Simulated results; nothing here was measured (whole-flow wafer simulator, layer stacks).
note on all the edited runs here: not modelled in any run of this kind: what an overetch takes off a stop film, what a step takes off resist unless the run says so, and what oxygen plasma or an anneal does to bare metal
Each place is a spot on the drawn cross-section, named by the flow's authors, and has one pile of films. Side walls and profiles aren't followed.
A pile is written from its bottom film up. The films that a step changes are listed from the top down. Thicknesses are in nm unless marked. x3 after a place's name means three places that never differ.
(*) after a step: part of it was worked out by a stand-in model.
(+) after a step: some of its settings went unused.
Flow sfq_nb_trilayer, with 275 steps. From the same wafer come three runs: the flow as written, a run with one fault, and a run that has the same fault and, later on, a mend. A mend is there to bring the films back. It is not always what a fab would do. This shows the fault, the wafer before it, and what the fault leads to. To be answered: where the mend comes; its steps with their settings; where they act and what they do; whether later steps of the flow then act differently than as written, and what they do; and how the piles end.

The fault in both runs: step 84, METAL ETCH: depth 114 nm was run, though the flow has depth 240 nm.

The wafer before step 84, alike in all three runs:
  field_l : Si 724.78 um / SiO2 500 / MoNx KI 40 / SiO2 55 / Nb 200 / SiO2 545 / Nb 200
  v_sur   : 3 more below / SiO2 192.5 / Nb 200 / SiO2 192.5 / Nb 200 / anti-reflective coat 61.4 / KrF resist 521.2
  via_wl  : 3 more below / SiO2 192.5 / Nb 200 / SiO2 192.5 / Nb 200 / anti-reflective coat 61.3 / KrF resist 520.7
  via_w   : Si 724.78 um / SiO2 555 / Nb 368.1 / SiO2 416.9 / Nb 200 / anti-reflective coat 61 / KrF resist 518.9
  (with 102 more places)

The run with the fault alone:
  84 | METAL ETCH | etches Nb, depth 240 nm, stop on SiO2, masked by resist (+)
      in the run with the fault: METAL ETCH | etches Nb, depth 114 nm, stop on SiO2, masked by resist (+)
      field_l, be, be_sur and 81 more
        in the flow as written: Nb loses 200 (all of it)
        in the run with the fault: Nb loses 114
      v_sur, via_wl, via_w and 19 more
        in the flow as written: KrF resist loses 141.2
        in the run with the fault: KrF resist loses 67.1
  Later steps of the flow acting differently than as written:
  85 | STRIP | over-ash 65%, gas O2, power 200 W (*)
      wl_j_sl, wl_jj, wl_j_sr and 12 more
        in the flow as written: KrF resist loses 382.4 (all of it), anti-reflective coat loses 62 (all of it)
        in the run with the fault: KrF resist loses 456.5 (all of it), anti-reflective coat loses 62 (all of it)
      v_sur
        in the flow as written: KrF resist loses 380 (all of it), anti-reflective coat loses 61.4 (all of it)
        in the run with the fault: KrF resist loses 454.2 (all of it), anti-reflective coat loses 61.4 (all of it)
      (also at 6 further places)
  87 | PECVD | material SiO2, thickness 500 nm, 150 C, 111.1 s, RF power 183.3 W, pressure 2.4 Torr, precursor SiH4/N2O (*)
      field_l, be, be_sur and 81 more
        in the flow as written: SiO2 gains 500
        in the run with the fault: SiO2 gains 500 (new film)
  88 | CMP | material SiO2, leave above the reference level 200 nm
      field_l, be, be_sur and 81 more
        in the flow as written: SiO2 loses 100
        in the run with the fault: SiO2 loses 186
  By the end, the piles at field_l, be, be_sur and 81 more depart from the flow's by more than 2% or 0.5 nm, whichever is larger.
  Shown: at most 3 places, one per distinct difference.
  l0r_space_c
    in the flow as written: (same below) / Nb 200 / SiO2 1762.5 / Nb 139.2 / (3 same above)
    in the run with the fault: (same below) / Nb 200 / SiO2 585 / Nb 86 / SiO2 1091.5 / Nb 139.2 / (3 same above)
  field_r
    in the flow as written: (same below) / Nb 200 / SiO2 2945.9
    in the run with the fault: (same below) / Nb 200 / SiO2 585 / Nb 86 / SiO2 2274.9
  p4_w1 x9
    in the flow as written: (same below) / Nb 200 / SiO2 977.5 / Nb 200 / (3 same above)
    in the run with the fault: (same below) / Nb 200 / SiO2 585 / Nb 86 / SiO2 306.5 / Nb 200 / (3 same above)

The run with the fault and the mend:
  The mend follows step 84.
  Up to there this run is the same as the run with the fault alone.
  84a | METAL ETCH | etches Nb, depth 126 nm, stop on SiO2, masked by resist (+) (the flow's step 84, run once more with other settings)
      field_l, be, be_sur and 81 more
        Nb loses 86 (all of it)
      v_sur, via_wl, via_w and 19 more
        KrF resist loses 74.1
  None of the later steps of the flow acts differently than as written at any place that is followed.
  The piles end the same as the flow's at every place that both follow.
